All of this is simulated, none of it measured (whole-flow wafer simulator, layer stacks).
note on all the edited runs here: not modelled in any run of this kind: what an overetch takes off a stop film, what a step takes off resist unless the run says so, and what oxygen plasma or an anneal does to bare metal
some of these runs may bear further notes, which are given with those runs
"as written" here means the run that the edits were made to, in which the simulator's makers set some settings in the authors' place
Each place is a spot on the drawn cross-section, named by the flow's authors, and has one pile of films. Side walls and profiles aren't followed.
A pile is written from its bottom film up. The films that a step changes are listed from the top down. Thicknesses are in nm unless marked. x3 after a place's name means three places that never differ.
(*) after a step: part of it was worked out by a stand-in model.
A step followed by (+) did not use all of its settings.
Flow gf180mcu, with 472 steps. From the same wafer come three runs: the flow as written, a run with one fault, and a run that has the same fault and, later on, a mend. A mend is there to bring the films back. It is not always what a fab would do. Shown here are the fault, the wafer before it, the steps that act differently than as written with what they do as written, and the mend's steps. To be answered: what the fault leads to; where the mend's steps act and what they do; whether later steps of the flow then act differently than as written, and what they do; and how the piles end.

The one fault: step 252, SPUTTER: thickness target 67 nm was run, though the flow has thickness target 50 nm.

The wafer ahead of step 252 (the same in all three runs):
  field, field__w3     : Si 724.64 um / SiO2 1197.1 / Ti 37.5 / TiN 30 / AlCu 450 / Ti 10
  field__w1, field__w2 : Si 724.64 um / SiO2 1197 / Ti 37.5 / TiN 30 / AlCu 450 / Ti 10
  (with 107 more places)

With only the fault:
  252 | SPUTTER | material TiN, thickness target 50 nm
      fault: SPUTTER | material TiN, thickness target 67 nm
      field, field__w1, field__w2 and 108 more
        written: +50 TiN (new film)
        fault: +67 TiN (new film)
  Steps later in the flow that act otherwise than as written (5 more steps, not shown, differ only slightly: by at most 2% or 0.5 nm, whichever is larger):
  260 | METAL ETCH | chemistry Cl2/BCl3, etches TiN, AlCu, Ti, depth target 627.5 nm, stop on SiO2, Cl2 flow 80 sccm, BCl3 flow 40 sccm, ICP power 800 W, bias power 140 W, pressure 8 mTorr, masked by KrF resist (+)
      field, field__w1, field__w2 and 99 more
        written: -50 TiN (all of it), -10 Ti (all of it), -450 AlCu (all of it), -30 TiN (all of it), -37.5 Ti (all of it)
        fault: -67 TiN (all of it), -10 Ti (all of it), -450 AlCu (all of it), -30 TiN (all of it), -37.5 Ti (all of it)
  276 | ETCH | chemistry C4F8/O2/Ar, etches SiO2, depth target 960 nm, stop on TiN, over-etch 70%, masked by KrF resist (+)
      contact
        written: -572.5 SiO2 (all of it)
        fault: -555.5 SiO2 (all of it)
  By the end, the piles at field__w8, contact, m1 and 6 more depart from the flow's by more than 2% or 0.5 nm, whichever is larger.
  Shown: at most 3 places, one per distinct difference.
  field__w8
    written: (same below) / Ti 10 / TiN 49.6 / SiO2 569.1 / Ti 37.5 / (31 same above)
    fault: (same below) / Ti 10 / TiN 66.6 / SiO2 552.1 / Ti 37.5 / (31 same above)
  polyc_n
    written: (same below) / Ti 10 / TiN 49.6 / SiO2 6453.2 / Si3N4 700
    fault: (same below) / Ti 10 / TiN 66.6 / SiO2 6436.2 / Si3N4 700
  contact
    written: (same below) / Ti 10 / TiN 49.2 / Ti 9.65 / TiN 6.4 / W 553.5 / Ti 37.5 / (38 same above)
    fault: (same below) / Ti 10 / TiN 66.2 / Ti 9.75 / TiN 6.47 / W 536.3 / Ti 37.5 / (38 same above)

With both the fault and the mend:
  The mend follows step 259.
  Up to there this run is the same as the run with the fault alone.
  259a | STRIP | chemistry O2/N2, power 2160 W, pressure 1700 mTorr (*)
      field__w8, contact, m1 and 6 more
        -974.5 KrF resist (all of it)
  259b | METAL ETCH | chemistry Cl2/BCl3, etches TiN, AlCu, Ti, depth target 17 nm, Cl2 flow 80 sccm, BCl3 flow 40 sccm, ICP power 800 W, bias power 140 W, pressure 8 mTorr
      field, field__w1, field__w2 and 108 more
        -17 TiN
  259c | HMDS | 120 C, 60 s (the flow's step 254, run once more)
      leaves every film unchanged at each place that is followed
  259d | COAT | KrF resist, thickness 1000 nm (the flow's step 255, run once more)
      field, field__w1, field__w2 and 108 more
        +1000 KrF resist (new film)
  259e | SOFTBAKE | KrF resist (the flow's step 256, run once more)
      leaves every film unchanged at each place that is followed
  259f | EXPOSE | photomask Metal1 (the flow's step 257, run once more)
      leaves every film unchanged at each place that is followed
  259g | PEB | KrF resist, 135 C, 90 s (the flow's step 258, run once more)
      field, field__w1, field__w2 and 108 more
        -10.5 KrF resist
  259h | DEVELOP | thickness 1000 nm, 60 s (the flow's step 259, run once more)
      field, field__w1, field__w2 and 99 more
        -989.5 KrF resist (all of it)
      field__w8, contact, m1 and 6 more
        -14.9 KrF resist
  Every later step of the flow that is run acts as written at every place that is followed.
  At every place that both follow, the piles at the end match the flow's.
